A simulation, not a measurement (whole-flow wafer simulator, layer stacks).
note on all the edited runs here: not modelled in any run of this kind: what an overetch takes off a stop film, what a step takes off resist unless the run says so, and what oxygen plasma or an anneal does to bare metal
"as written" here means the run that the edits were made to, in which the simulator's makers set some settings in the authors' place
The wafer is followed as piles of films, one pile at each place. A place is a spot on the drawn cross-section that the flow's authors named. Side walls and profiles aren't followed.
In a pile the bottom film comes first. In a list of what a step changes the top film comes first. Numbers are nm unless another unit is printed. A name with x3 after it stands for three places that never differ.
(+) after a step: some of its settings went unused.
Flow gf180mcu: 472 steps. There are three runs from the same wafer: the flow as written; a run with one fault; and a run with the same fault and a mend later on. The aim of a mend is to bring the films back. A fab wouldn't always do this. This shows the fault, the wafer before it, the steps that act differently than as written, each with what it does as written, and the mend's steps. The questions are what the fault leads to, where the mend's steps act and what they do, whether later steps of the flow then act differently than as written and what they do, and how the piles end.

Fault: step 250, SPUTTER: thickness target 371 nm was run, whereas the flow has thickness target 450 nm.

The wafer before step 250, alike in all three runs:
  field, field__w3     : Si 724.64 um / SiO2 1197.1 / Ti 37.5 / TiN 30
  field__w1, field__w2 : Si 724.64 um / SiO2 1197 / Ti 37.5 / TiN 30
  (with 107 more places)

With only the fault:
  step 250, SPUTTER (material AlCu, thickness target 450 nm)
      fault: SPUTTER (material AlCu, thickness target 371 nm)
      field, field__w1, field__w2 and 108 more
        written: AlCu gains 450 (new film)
        fault: AlCu gains 371 (new film)
  Later steps of the flow acting differently than as written:
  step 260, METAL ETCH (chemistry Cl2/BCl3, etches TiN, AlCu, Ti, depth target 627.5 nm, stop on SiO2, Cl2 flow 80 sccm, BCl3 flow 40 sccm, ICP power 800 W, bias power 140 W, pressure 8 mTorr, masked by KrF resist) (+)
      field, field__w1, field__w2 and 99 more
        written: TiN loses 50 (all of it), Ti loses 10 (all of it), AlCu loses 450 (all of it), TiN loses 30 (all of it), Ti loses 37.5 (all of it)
        fault: TiN loses 50 (all of it), Ti loses 10 (all of it), AlCu loses 371 (all of it), TiN loses 30 (all of it), Ti loses 37.5 (all of it)
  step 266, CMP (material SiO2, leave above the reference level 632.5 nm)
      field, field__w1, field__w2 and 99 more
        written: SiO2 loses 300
        fault: SiO2 loses 379
  The piles end different from the flow's at field__w8, contact, m1 and 6 more by more than 2% or 0.5 nm, whichever is larger.
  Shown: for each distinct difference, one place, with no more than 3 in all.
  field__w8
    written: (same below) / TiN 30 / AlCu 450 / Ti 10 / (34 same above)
    fault: (same below) / TiN 30 / AlCu 371 / Ti 10 / (34 same above)
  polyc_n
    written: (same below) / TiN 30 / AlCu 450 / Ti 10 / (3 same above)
    fault: (same below) / TiN 30 / AlCu 371 / Ti 10 / (3 same above)
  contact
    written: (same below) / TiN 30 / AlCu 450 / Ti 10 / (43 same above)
    fault: (same below) / TiN 30 / AlCu 371 / Ti 10 / (43 same above)

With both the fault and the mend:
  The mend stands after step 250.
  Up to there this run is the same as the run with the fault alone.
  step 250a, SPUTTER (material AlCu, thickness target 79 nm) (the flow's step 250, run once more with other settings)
      field, field__w1, field__w2 and 108 more
        AlCu gains 79
  Later steps of the flow that are run all act as written at every place that is followed.
  At every place that both follow, the piles at the end match the flow's.
